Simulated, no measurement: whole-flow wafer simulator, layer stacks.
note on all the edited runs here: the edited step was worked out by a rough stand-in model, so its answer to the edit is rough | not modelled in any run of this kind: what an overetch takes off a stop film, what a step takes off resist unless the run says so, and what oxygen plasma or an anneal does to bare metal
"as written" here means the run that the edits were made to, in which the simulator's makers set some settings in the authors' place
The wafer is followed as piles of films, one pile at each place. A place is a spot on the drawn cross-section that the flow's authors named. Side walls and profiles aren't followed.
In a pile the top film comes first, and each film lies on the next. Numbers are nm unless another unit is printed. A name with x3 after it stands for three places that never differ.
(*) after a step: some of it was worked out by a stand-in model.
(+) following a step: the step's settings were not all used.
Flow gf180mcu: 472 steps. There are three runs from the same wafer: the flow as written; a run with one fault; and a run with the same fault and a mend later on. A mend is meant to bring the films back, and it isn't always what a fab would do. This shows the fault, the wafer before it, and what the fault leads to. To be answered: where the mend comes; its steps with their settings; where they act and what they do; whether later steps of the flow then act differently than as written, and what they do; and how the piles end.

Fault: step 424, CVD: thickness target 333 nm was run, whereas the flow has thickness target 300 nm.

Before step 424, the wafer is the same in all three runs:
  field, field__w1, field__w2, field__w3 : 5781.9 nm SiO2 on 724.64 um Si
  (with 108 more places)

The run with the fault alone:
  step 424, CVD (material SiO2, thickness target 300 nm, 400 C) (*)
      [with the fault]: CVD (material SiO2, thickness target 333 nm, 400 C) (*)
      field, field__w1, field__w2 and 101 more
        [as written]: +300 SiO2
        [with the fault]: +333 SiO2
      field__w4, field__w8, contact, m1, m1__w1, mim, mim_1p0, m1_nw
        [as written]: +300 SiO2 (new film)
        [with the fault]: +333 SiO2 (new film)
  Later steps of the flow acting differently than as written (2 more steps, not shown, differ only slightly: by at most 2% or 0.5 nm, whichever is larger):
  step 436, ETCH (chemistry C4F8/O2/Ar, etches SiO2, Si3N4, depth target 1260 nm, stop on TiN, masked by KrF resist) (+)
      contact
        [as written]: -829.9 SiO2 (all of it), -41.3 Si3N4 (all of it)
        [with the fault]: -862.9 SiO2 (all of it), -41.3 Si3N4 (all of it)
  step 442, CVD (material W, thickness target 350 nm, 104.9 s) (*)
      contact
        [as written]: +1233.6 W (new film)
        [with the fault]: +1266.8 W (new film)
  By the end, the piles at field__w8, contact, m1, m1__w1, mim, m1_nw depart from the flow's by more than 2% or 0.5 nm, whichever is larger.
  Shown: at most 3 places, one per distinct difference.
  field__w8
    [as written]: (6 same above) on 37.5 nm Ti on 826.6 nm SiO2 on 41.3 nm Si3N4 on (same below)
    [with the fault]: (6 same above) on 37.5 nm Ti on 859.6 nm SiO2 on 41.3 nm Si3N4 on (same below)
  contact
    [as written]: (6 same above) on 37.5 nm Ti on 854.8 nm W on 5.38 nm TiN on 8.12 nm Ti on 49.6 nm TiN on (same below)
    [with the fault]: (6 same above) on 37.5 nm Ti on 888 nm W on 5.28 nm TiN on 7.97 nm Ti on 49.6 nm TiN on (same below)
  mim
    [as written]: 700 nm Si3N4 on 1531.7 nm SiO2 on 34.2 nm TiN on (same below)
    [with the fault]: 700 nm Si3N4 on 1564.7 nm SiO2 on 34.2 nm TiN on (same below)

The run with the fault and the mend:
  The mend stands after step 424.
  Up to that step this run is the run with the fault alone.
  step 424a, WET ETCH (chemistry dHF, depth target 33 nm, 25 C, dilution 100:1) (a further turn of the flow's step 17, with different settings)
      field, field__w1, field__w2 and 109 more
        -33 SiO2
  None of the later steps of the flow acts differently than as written at any place that is followed.
  At every place that both follow, the piles at the end match the flow's.
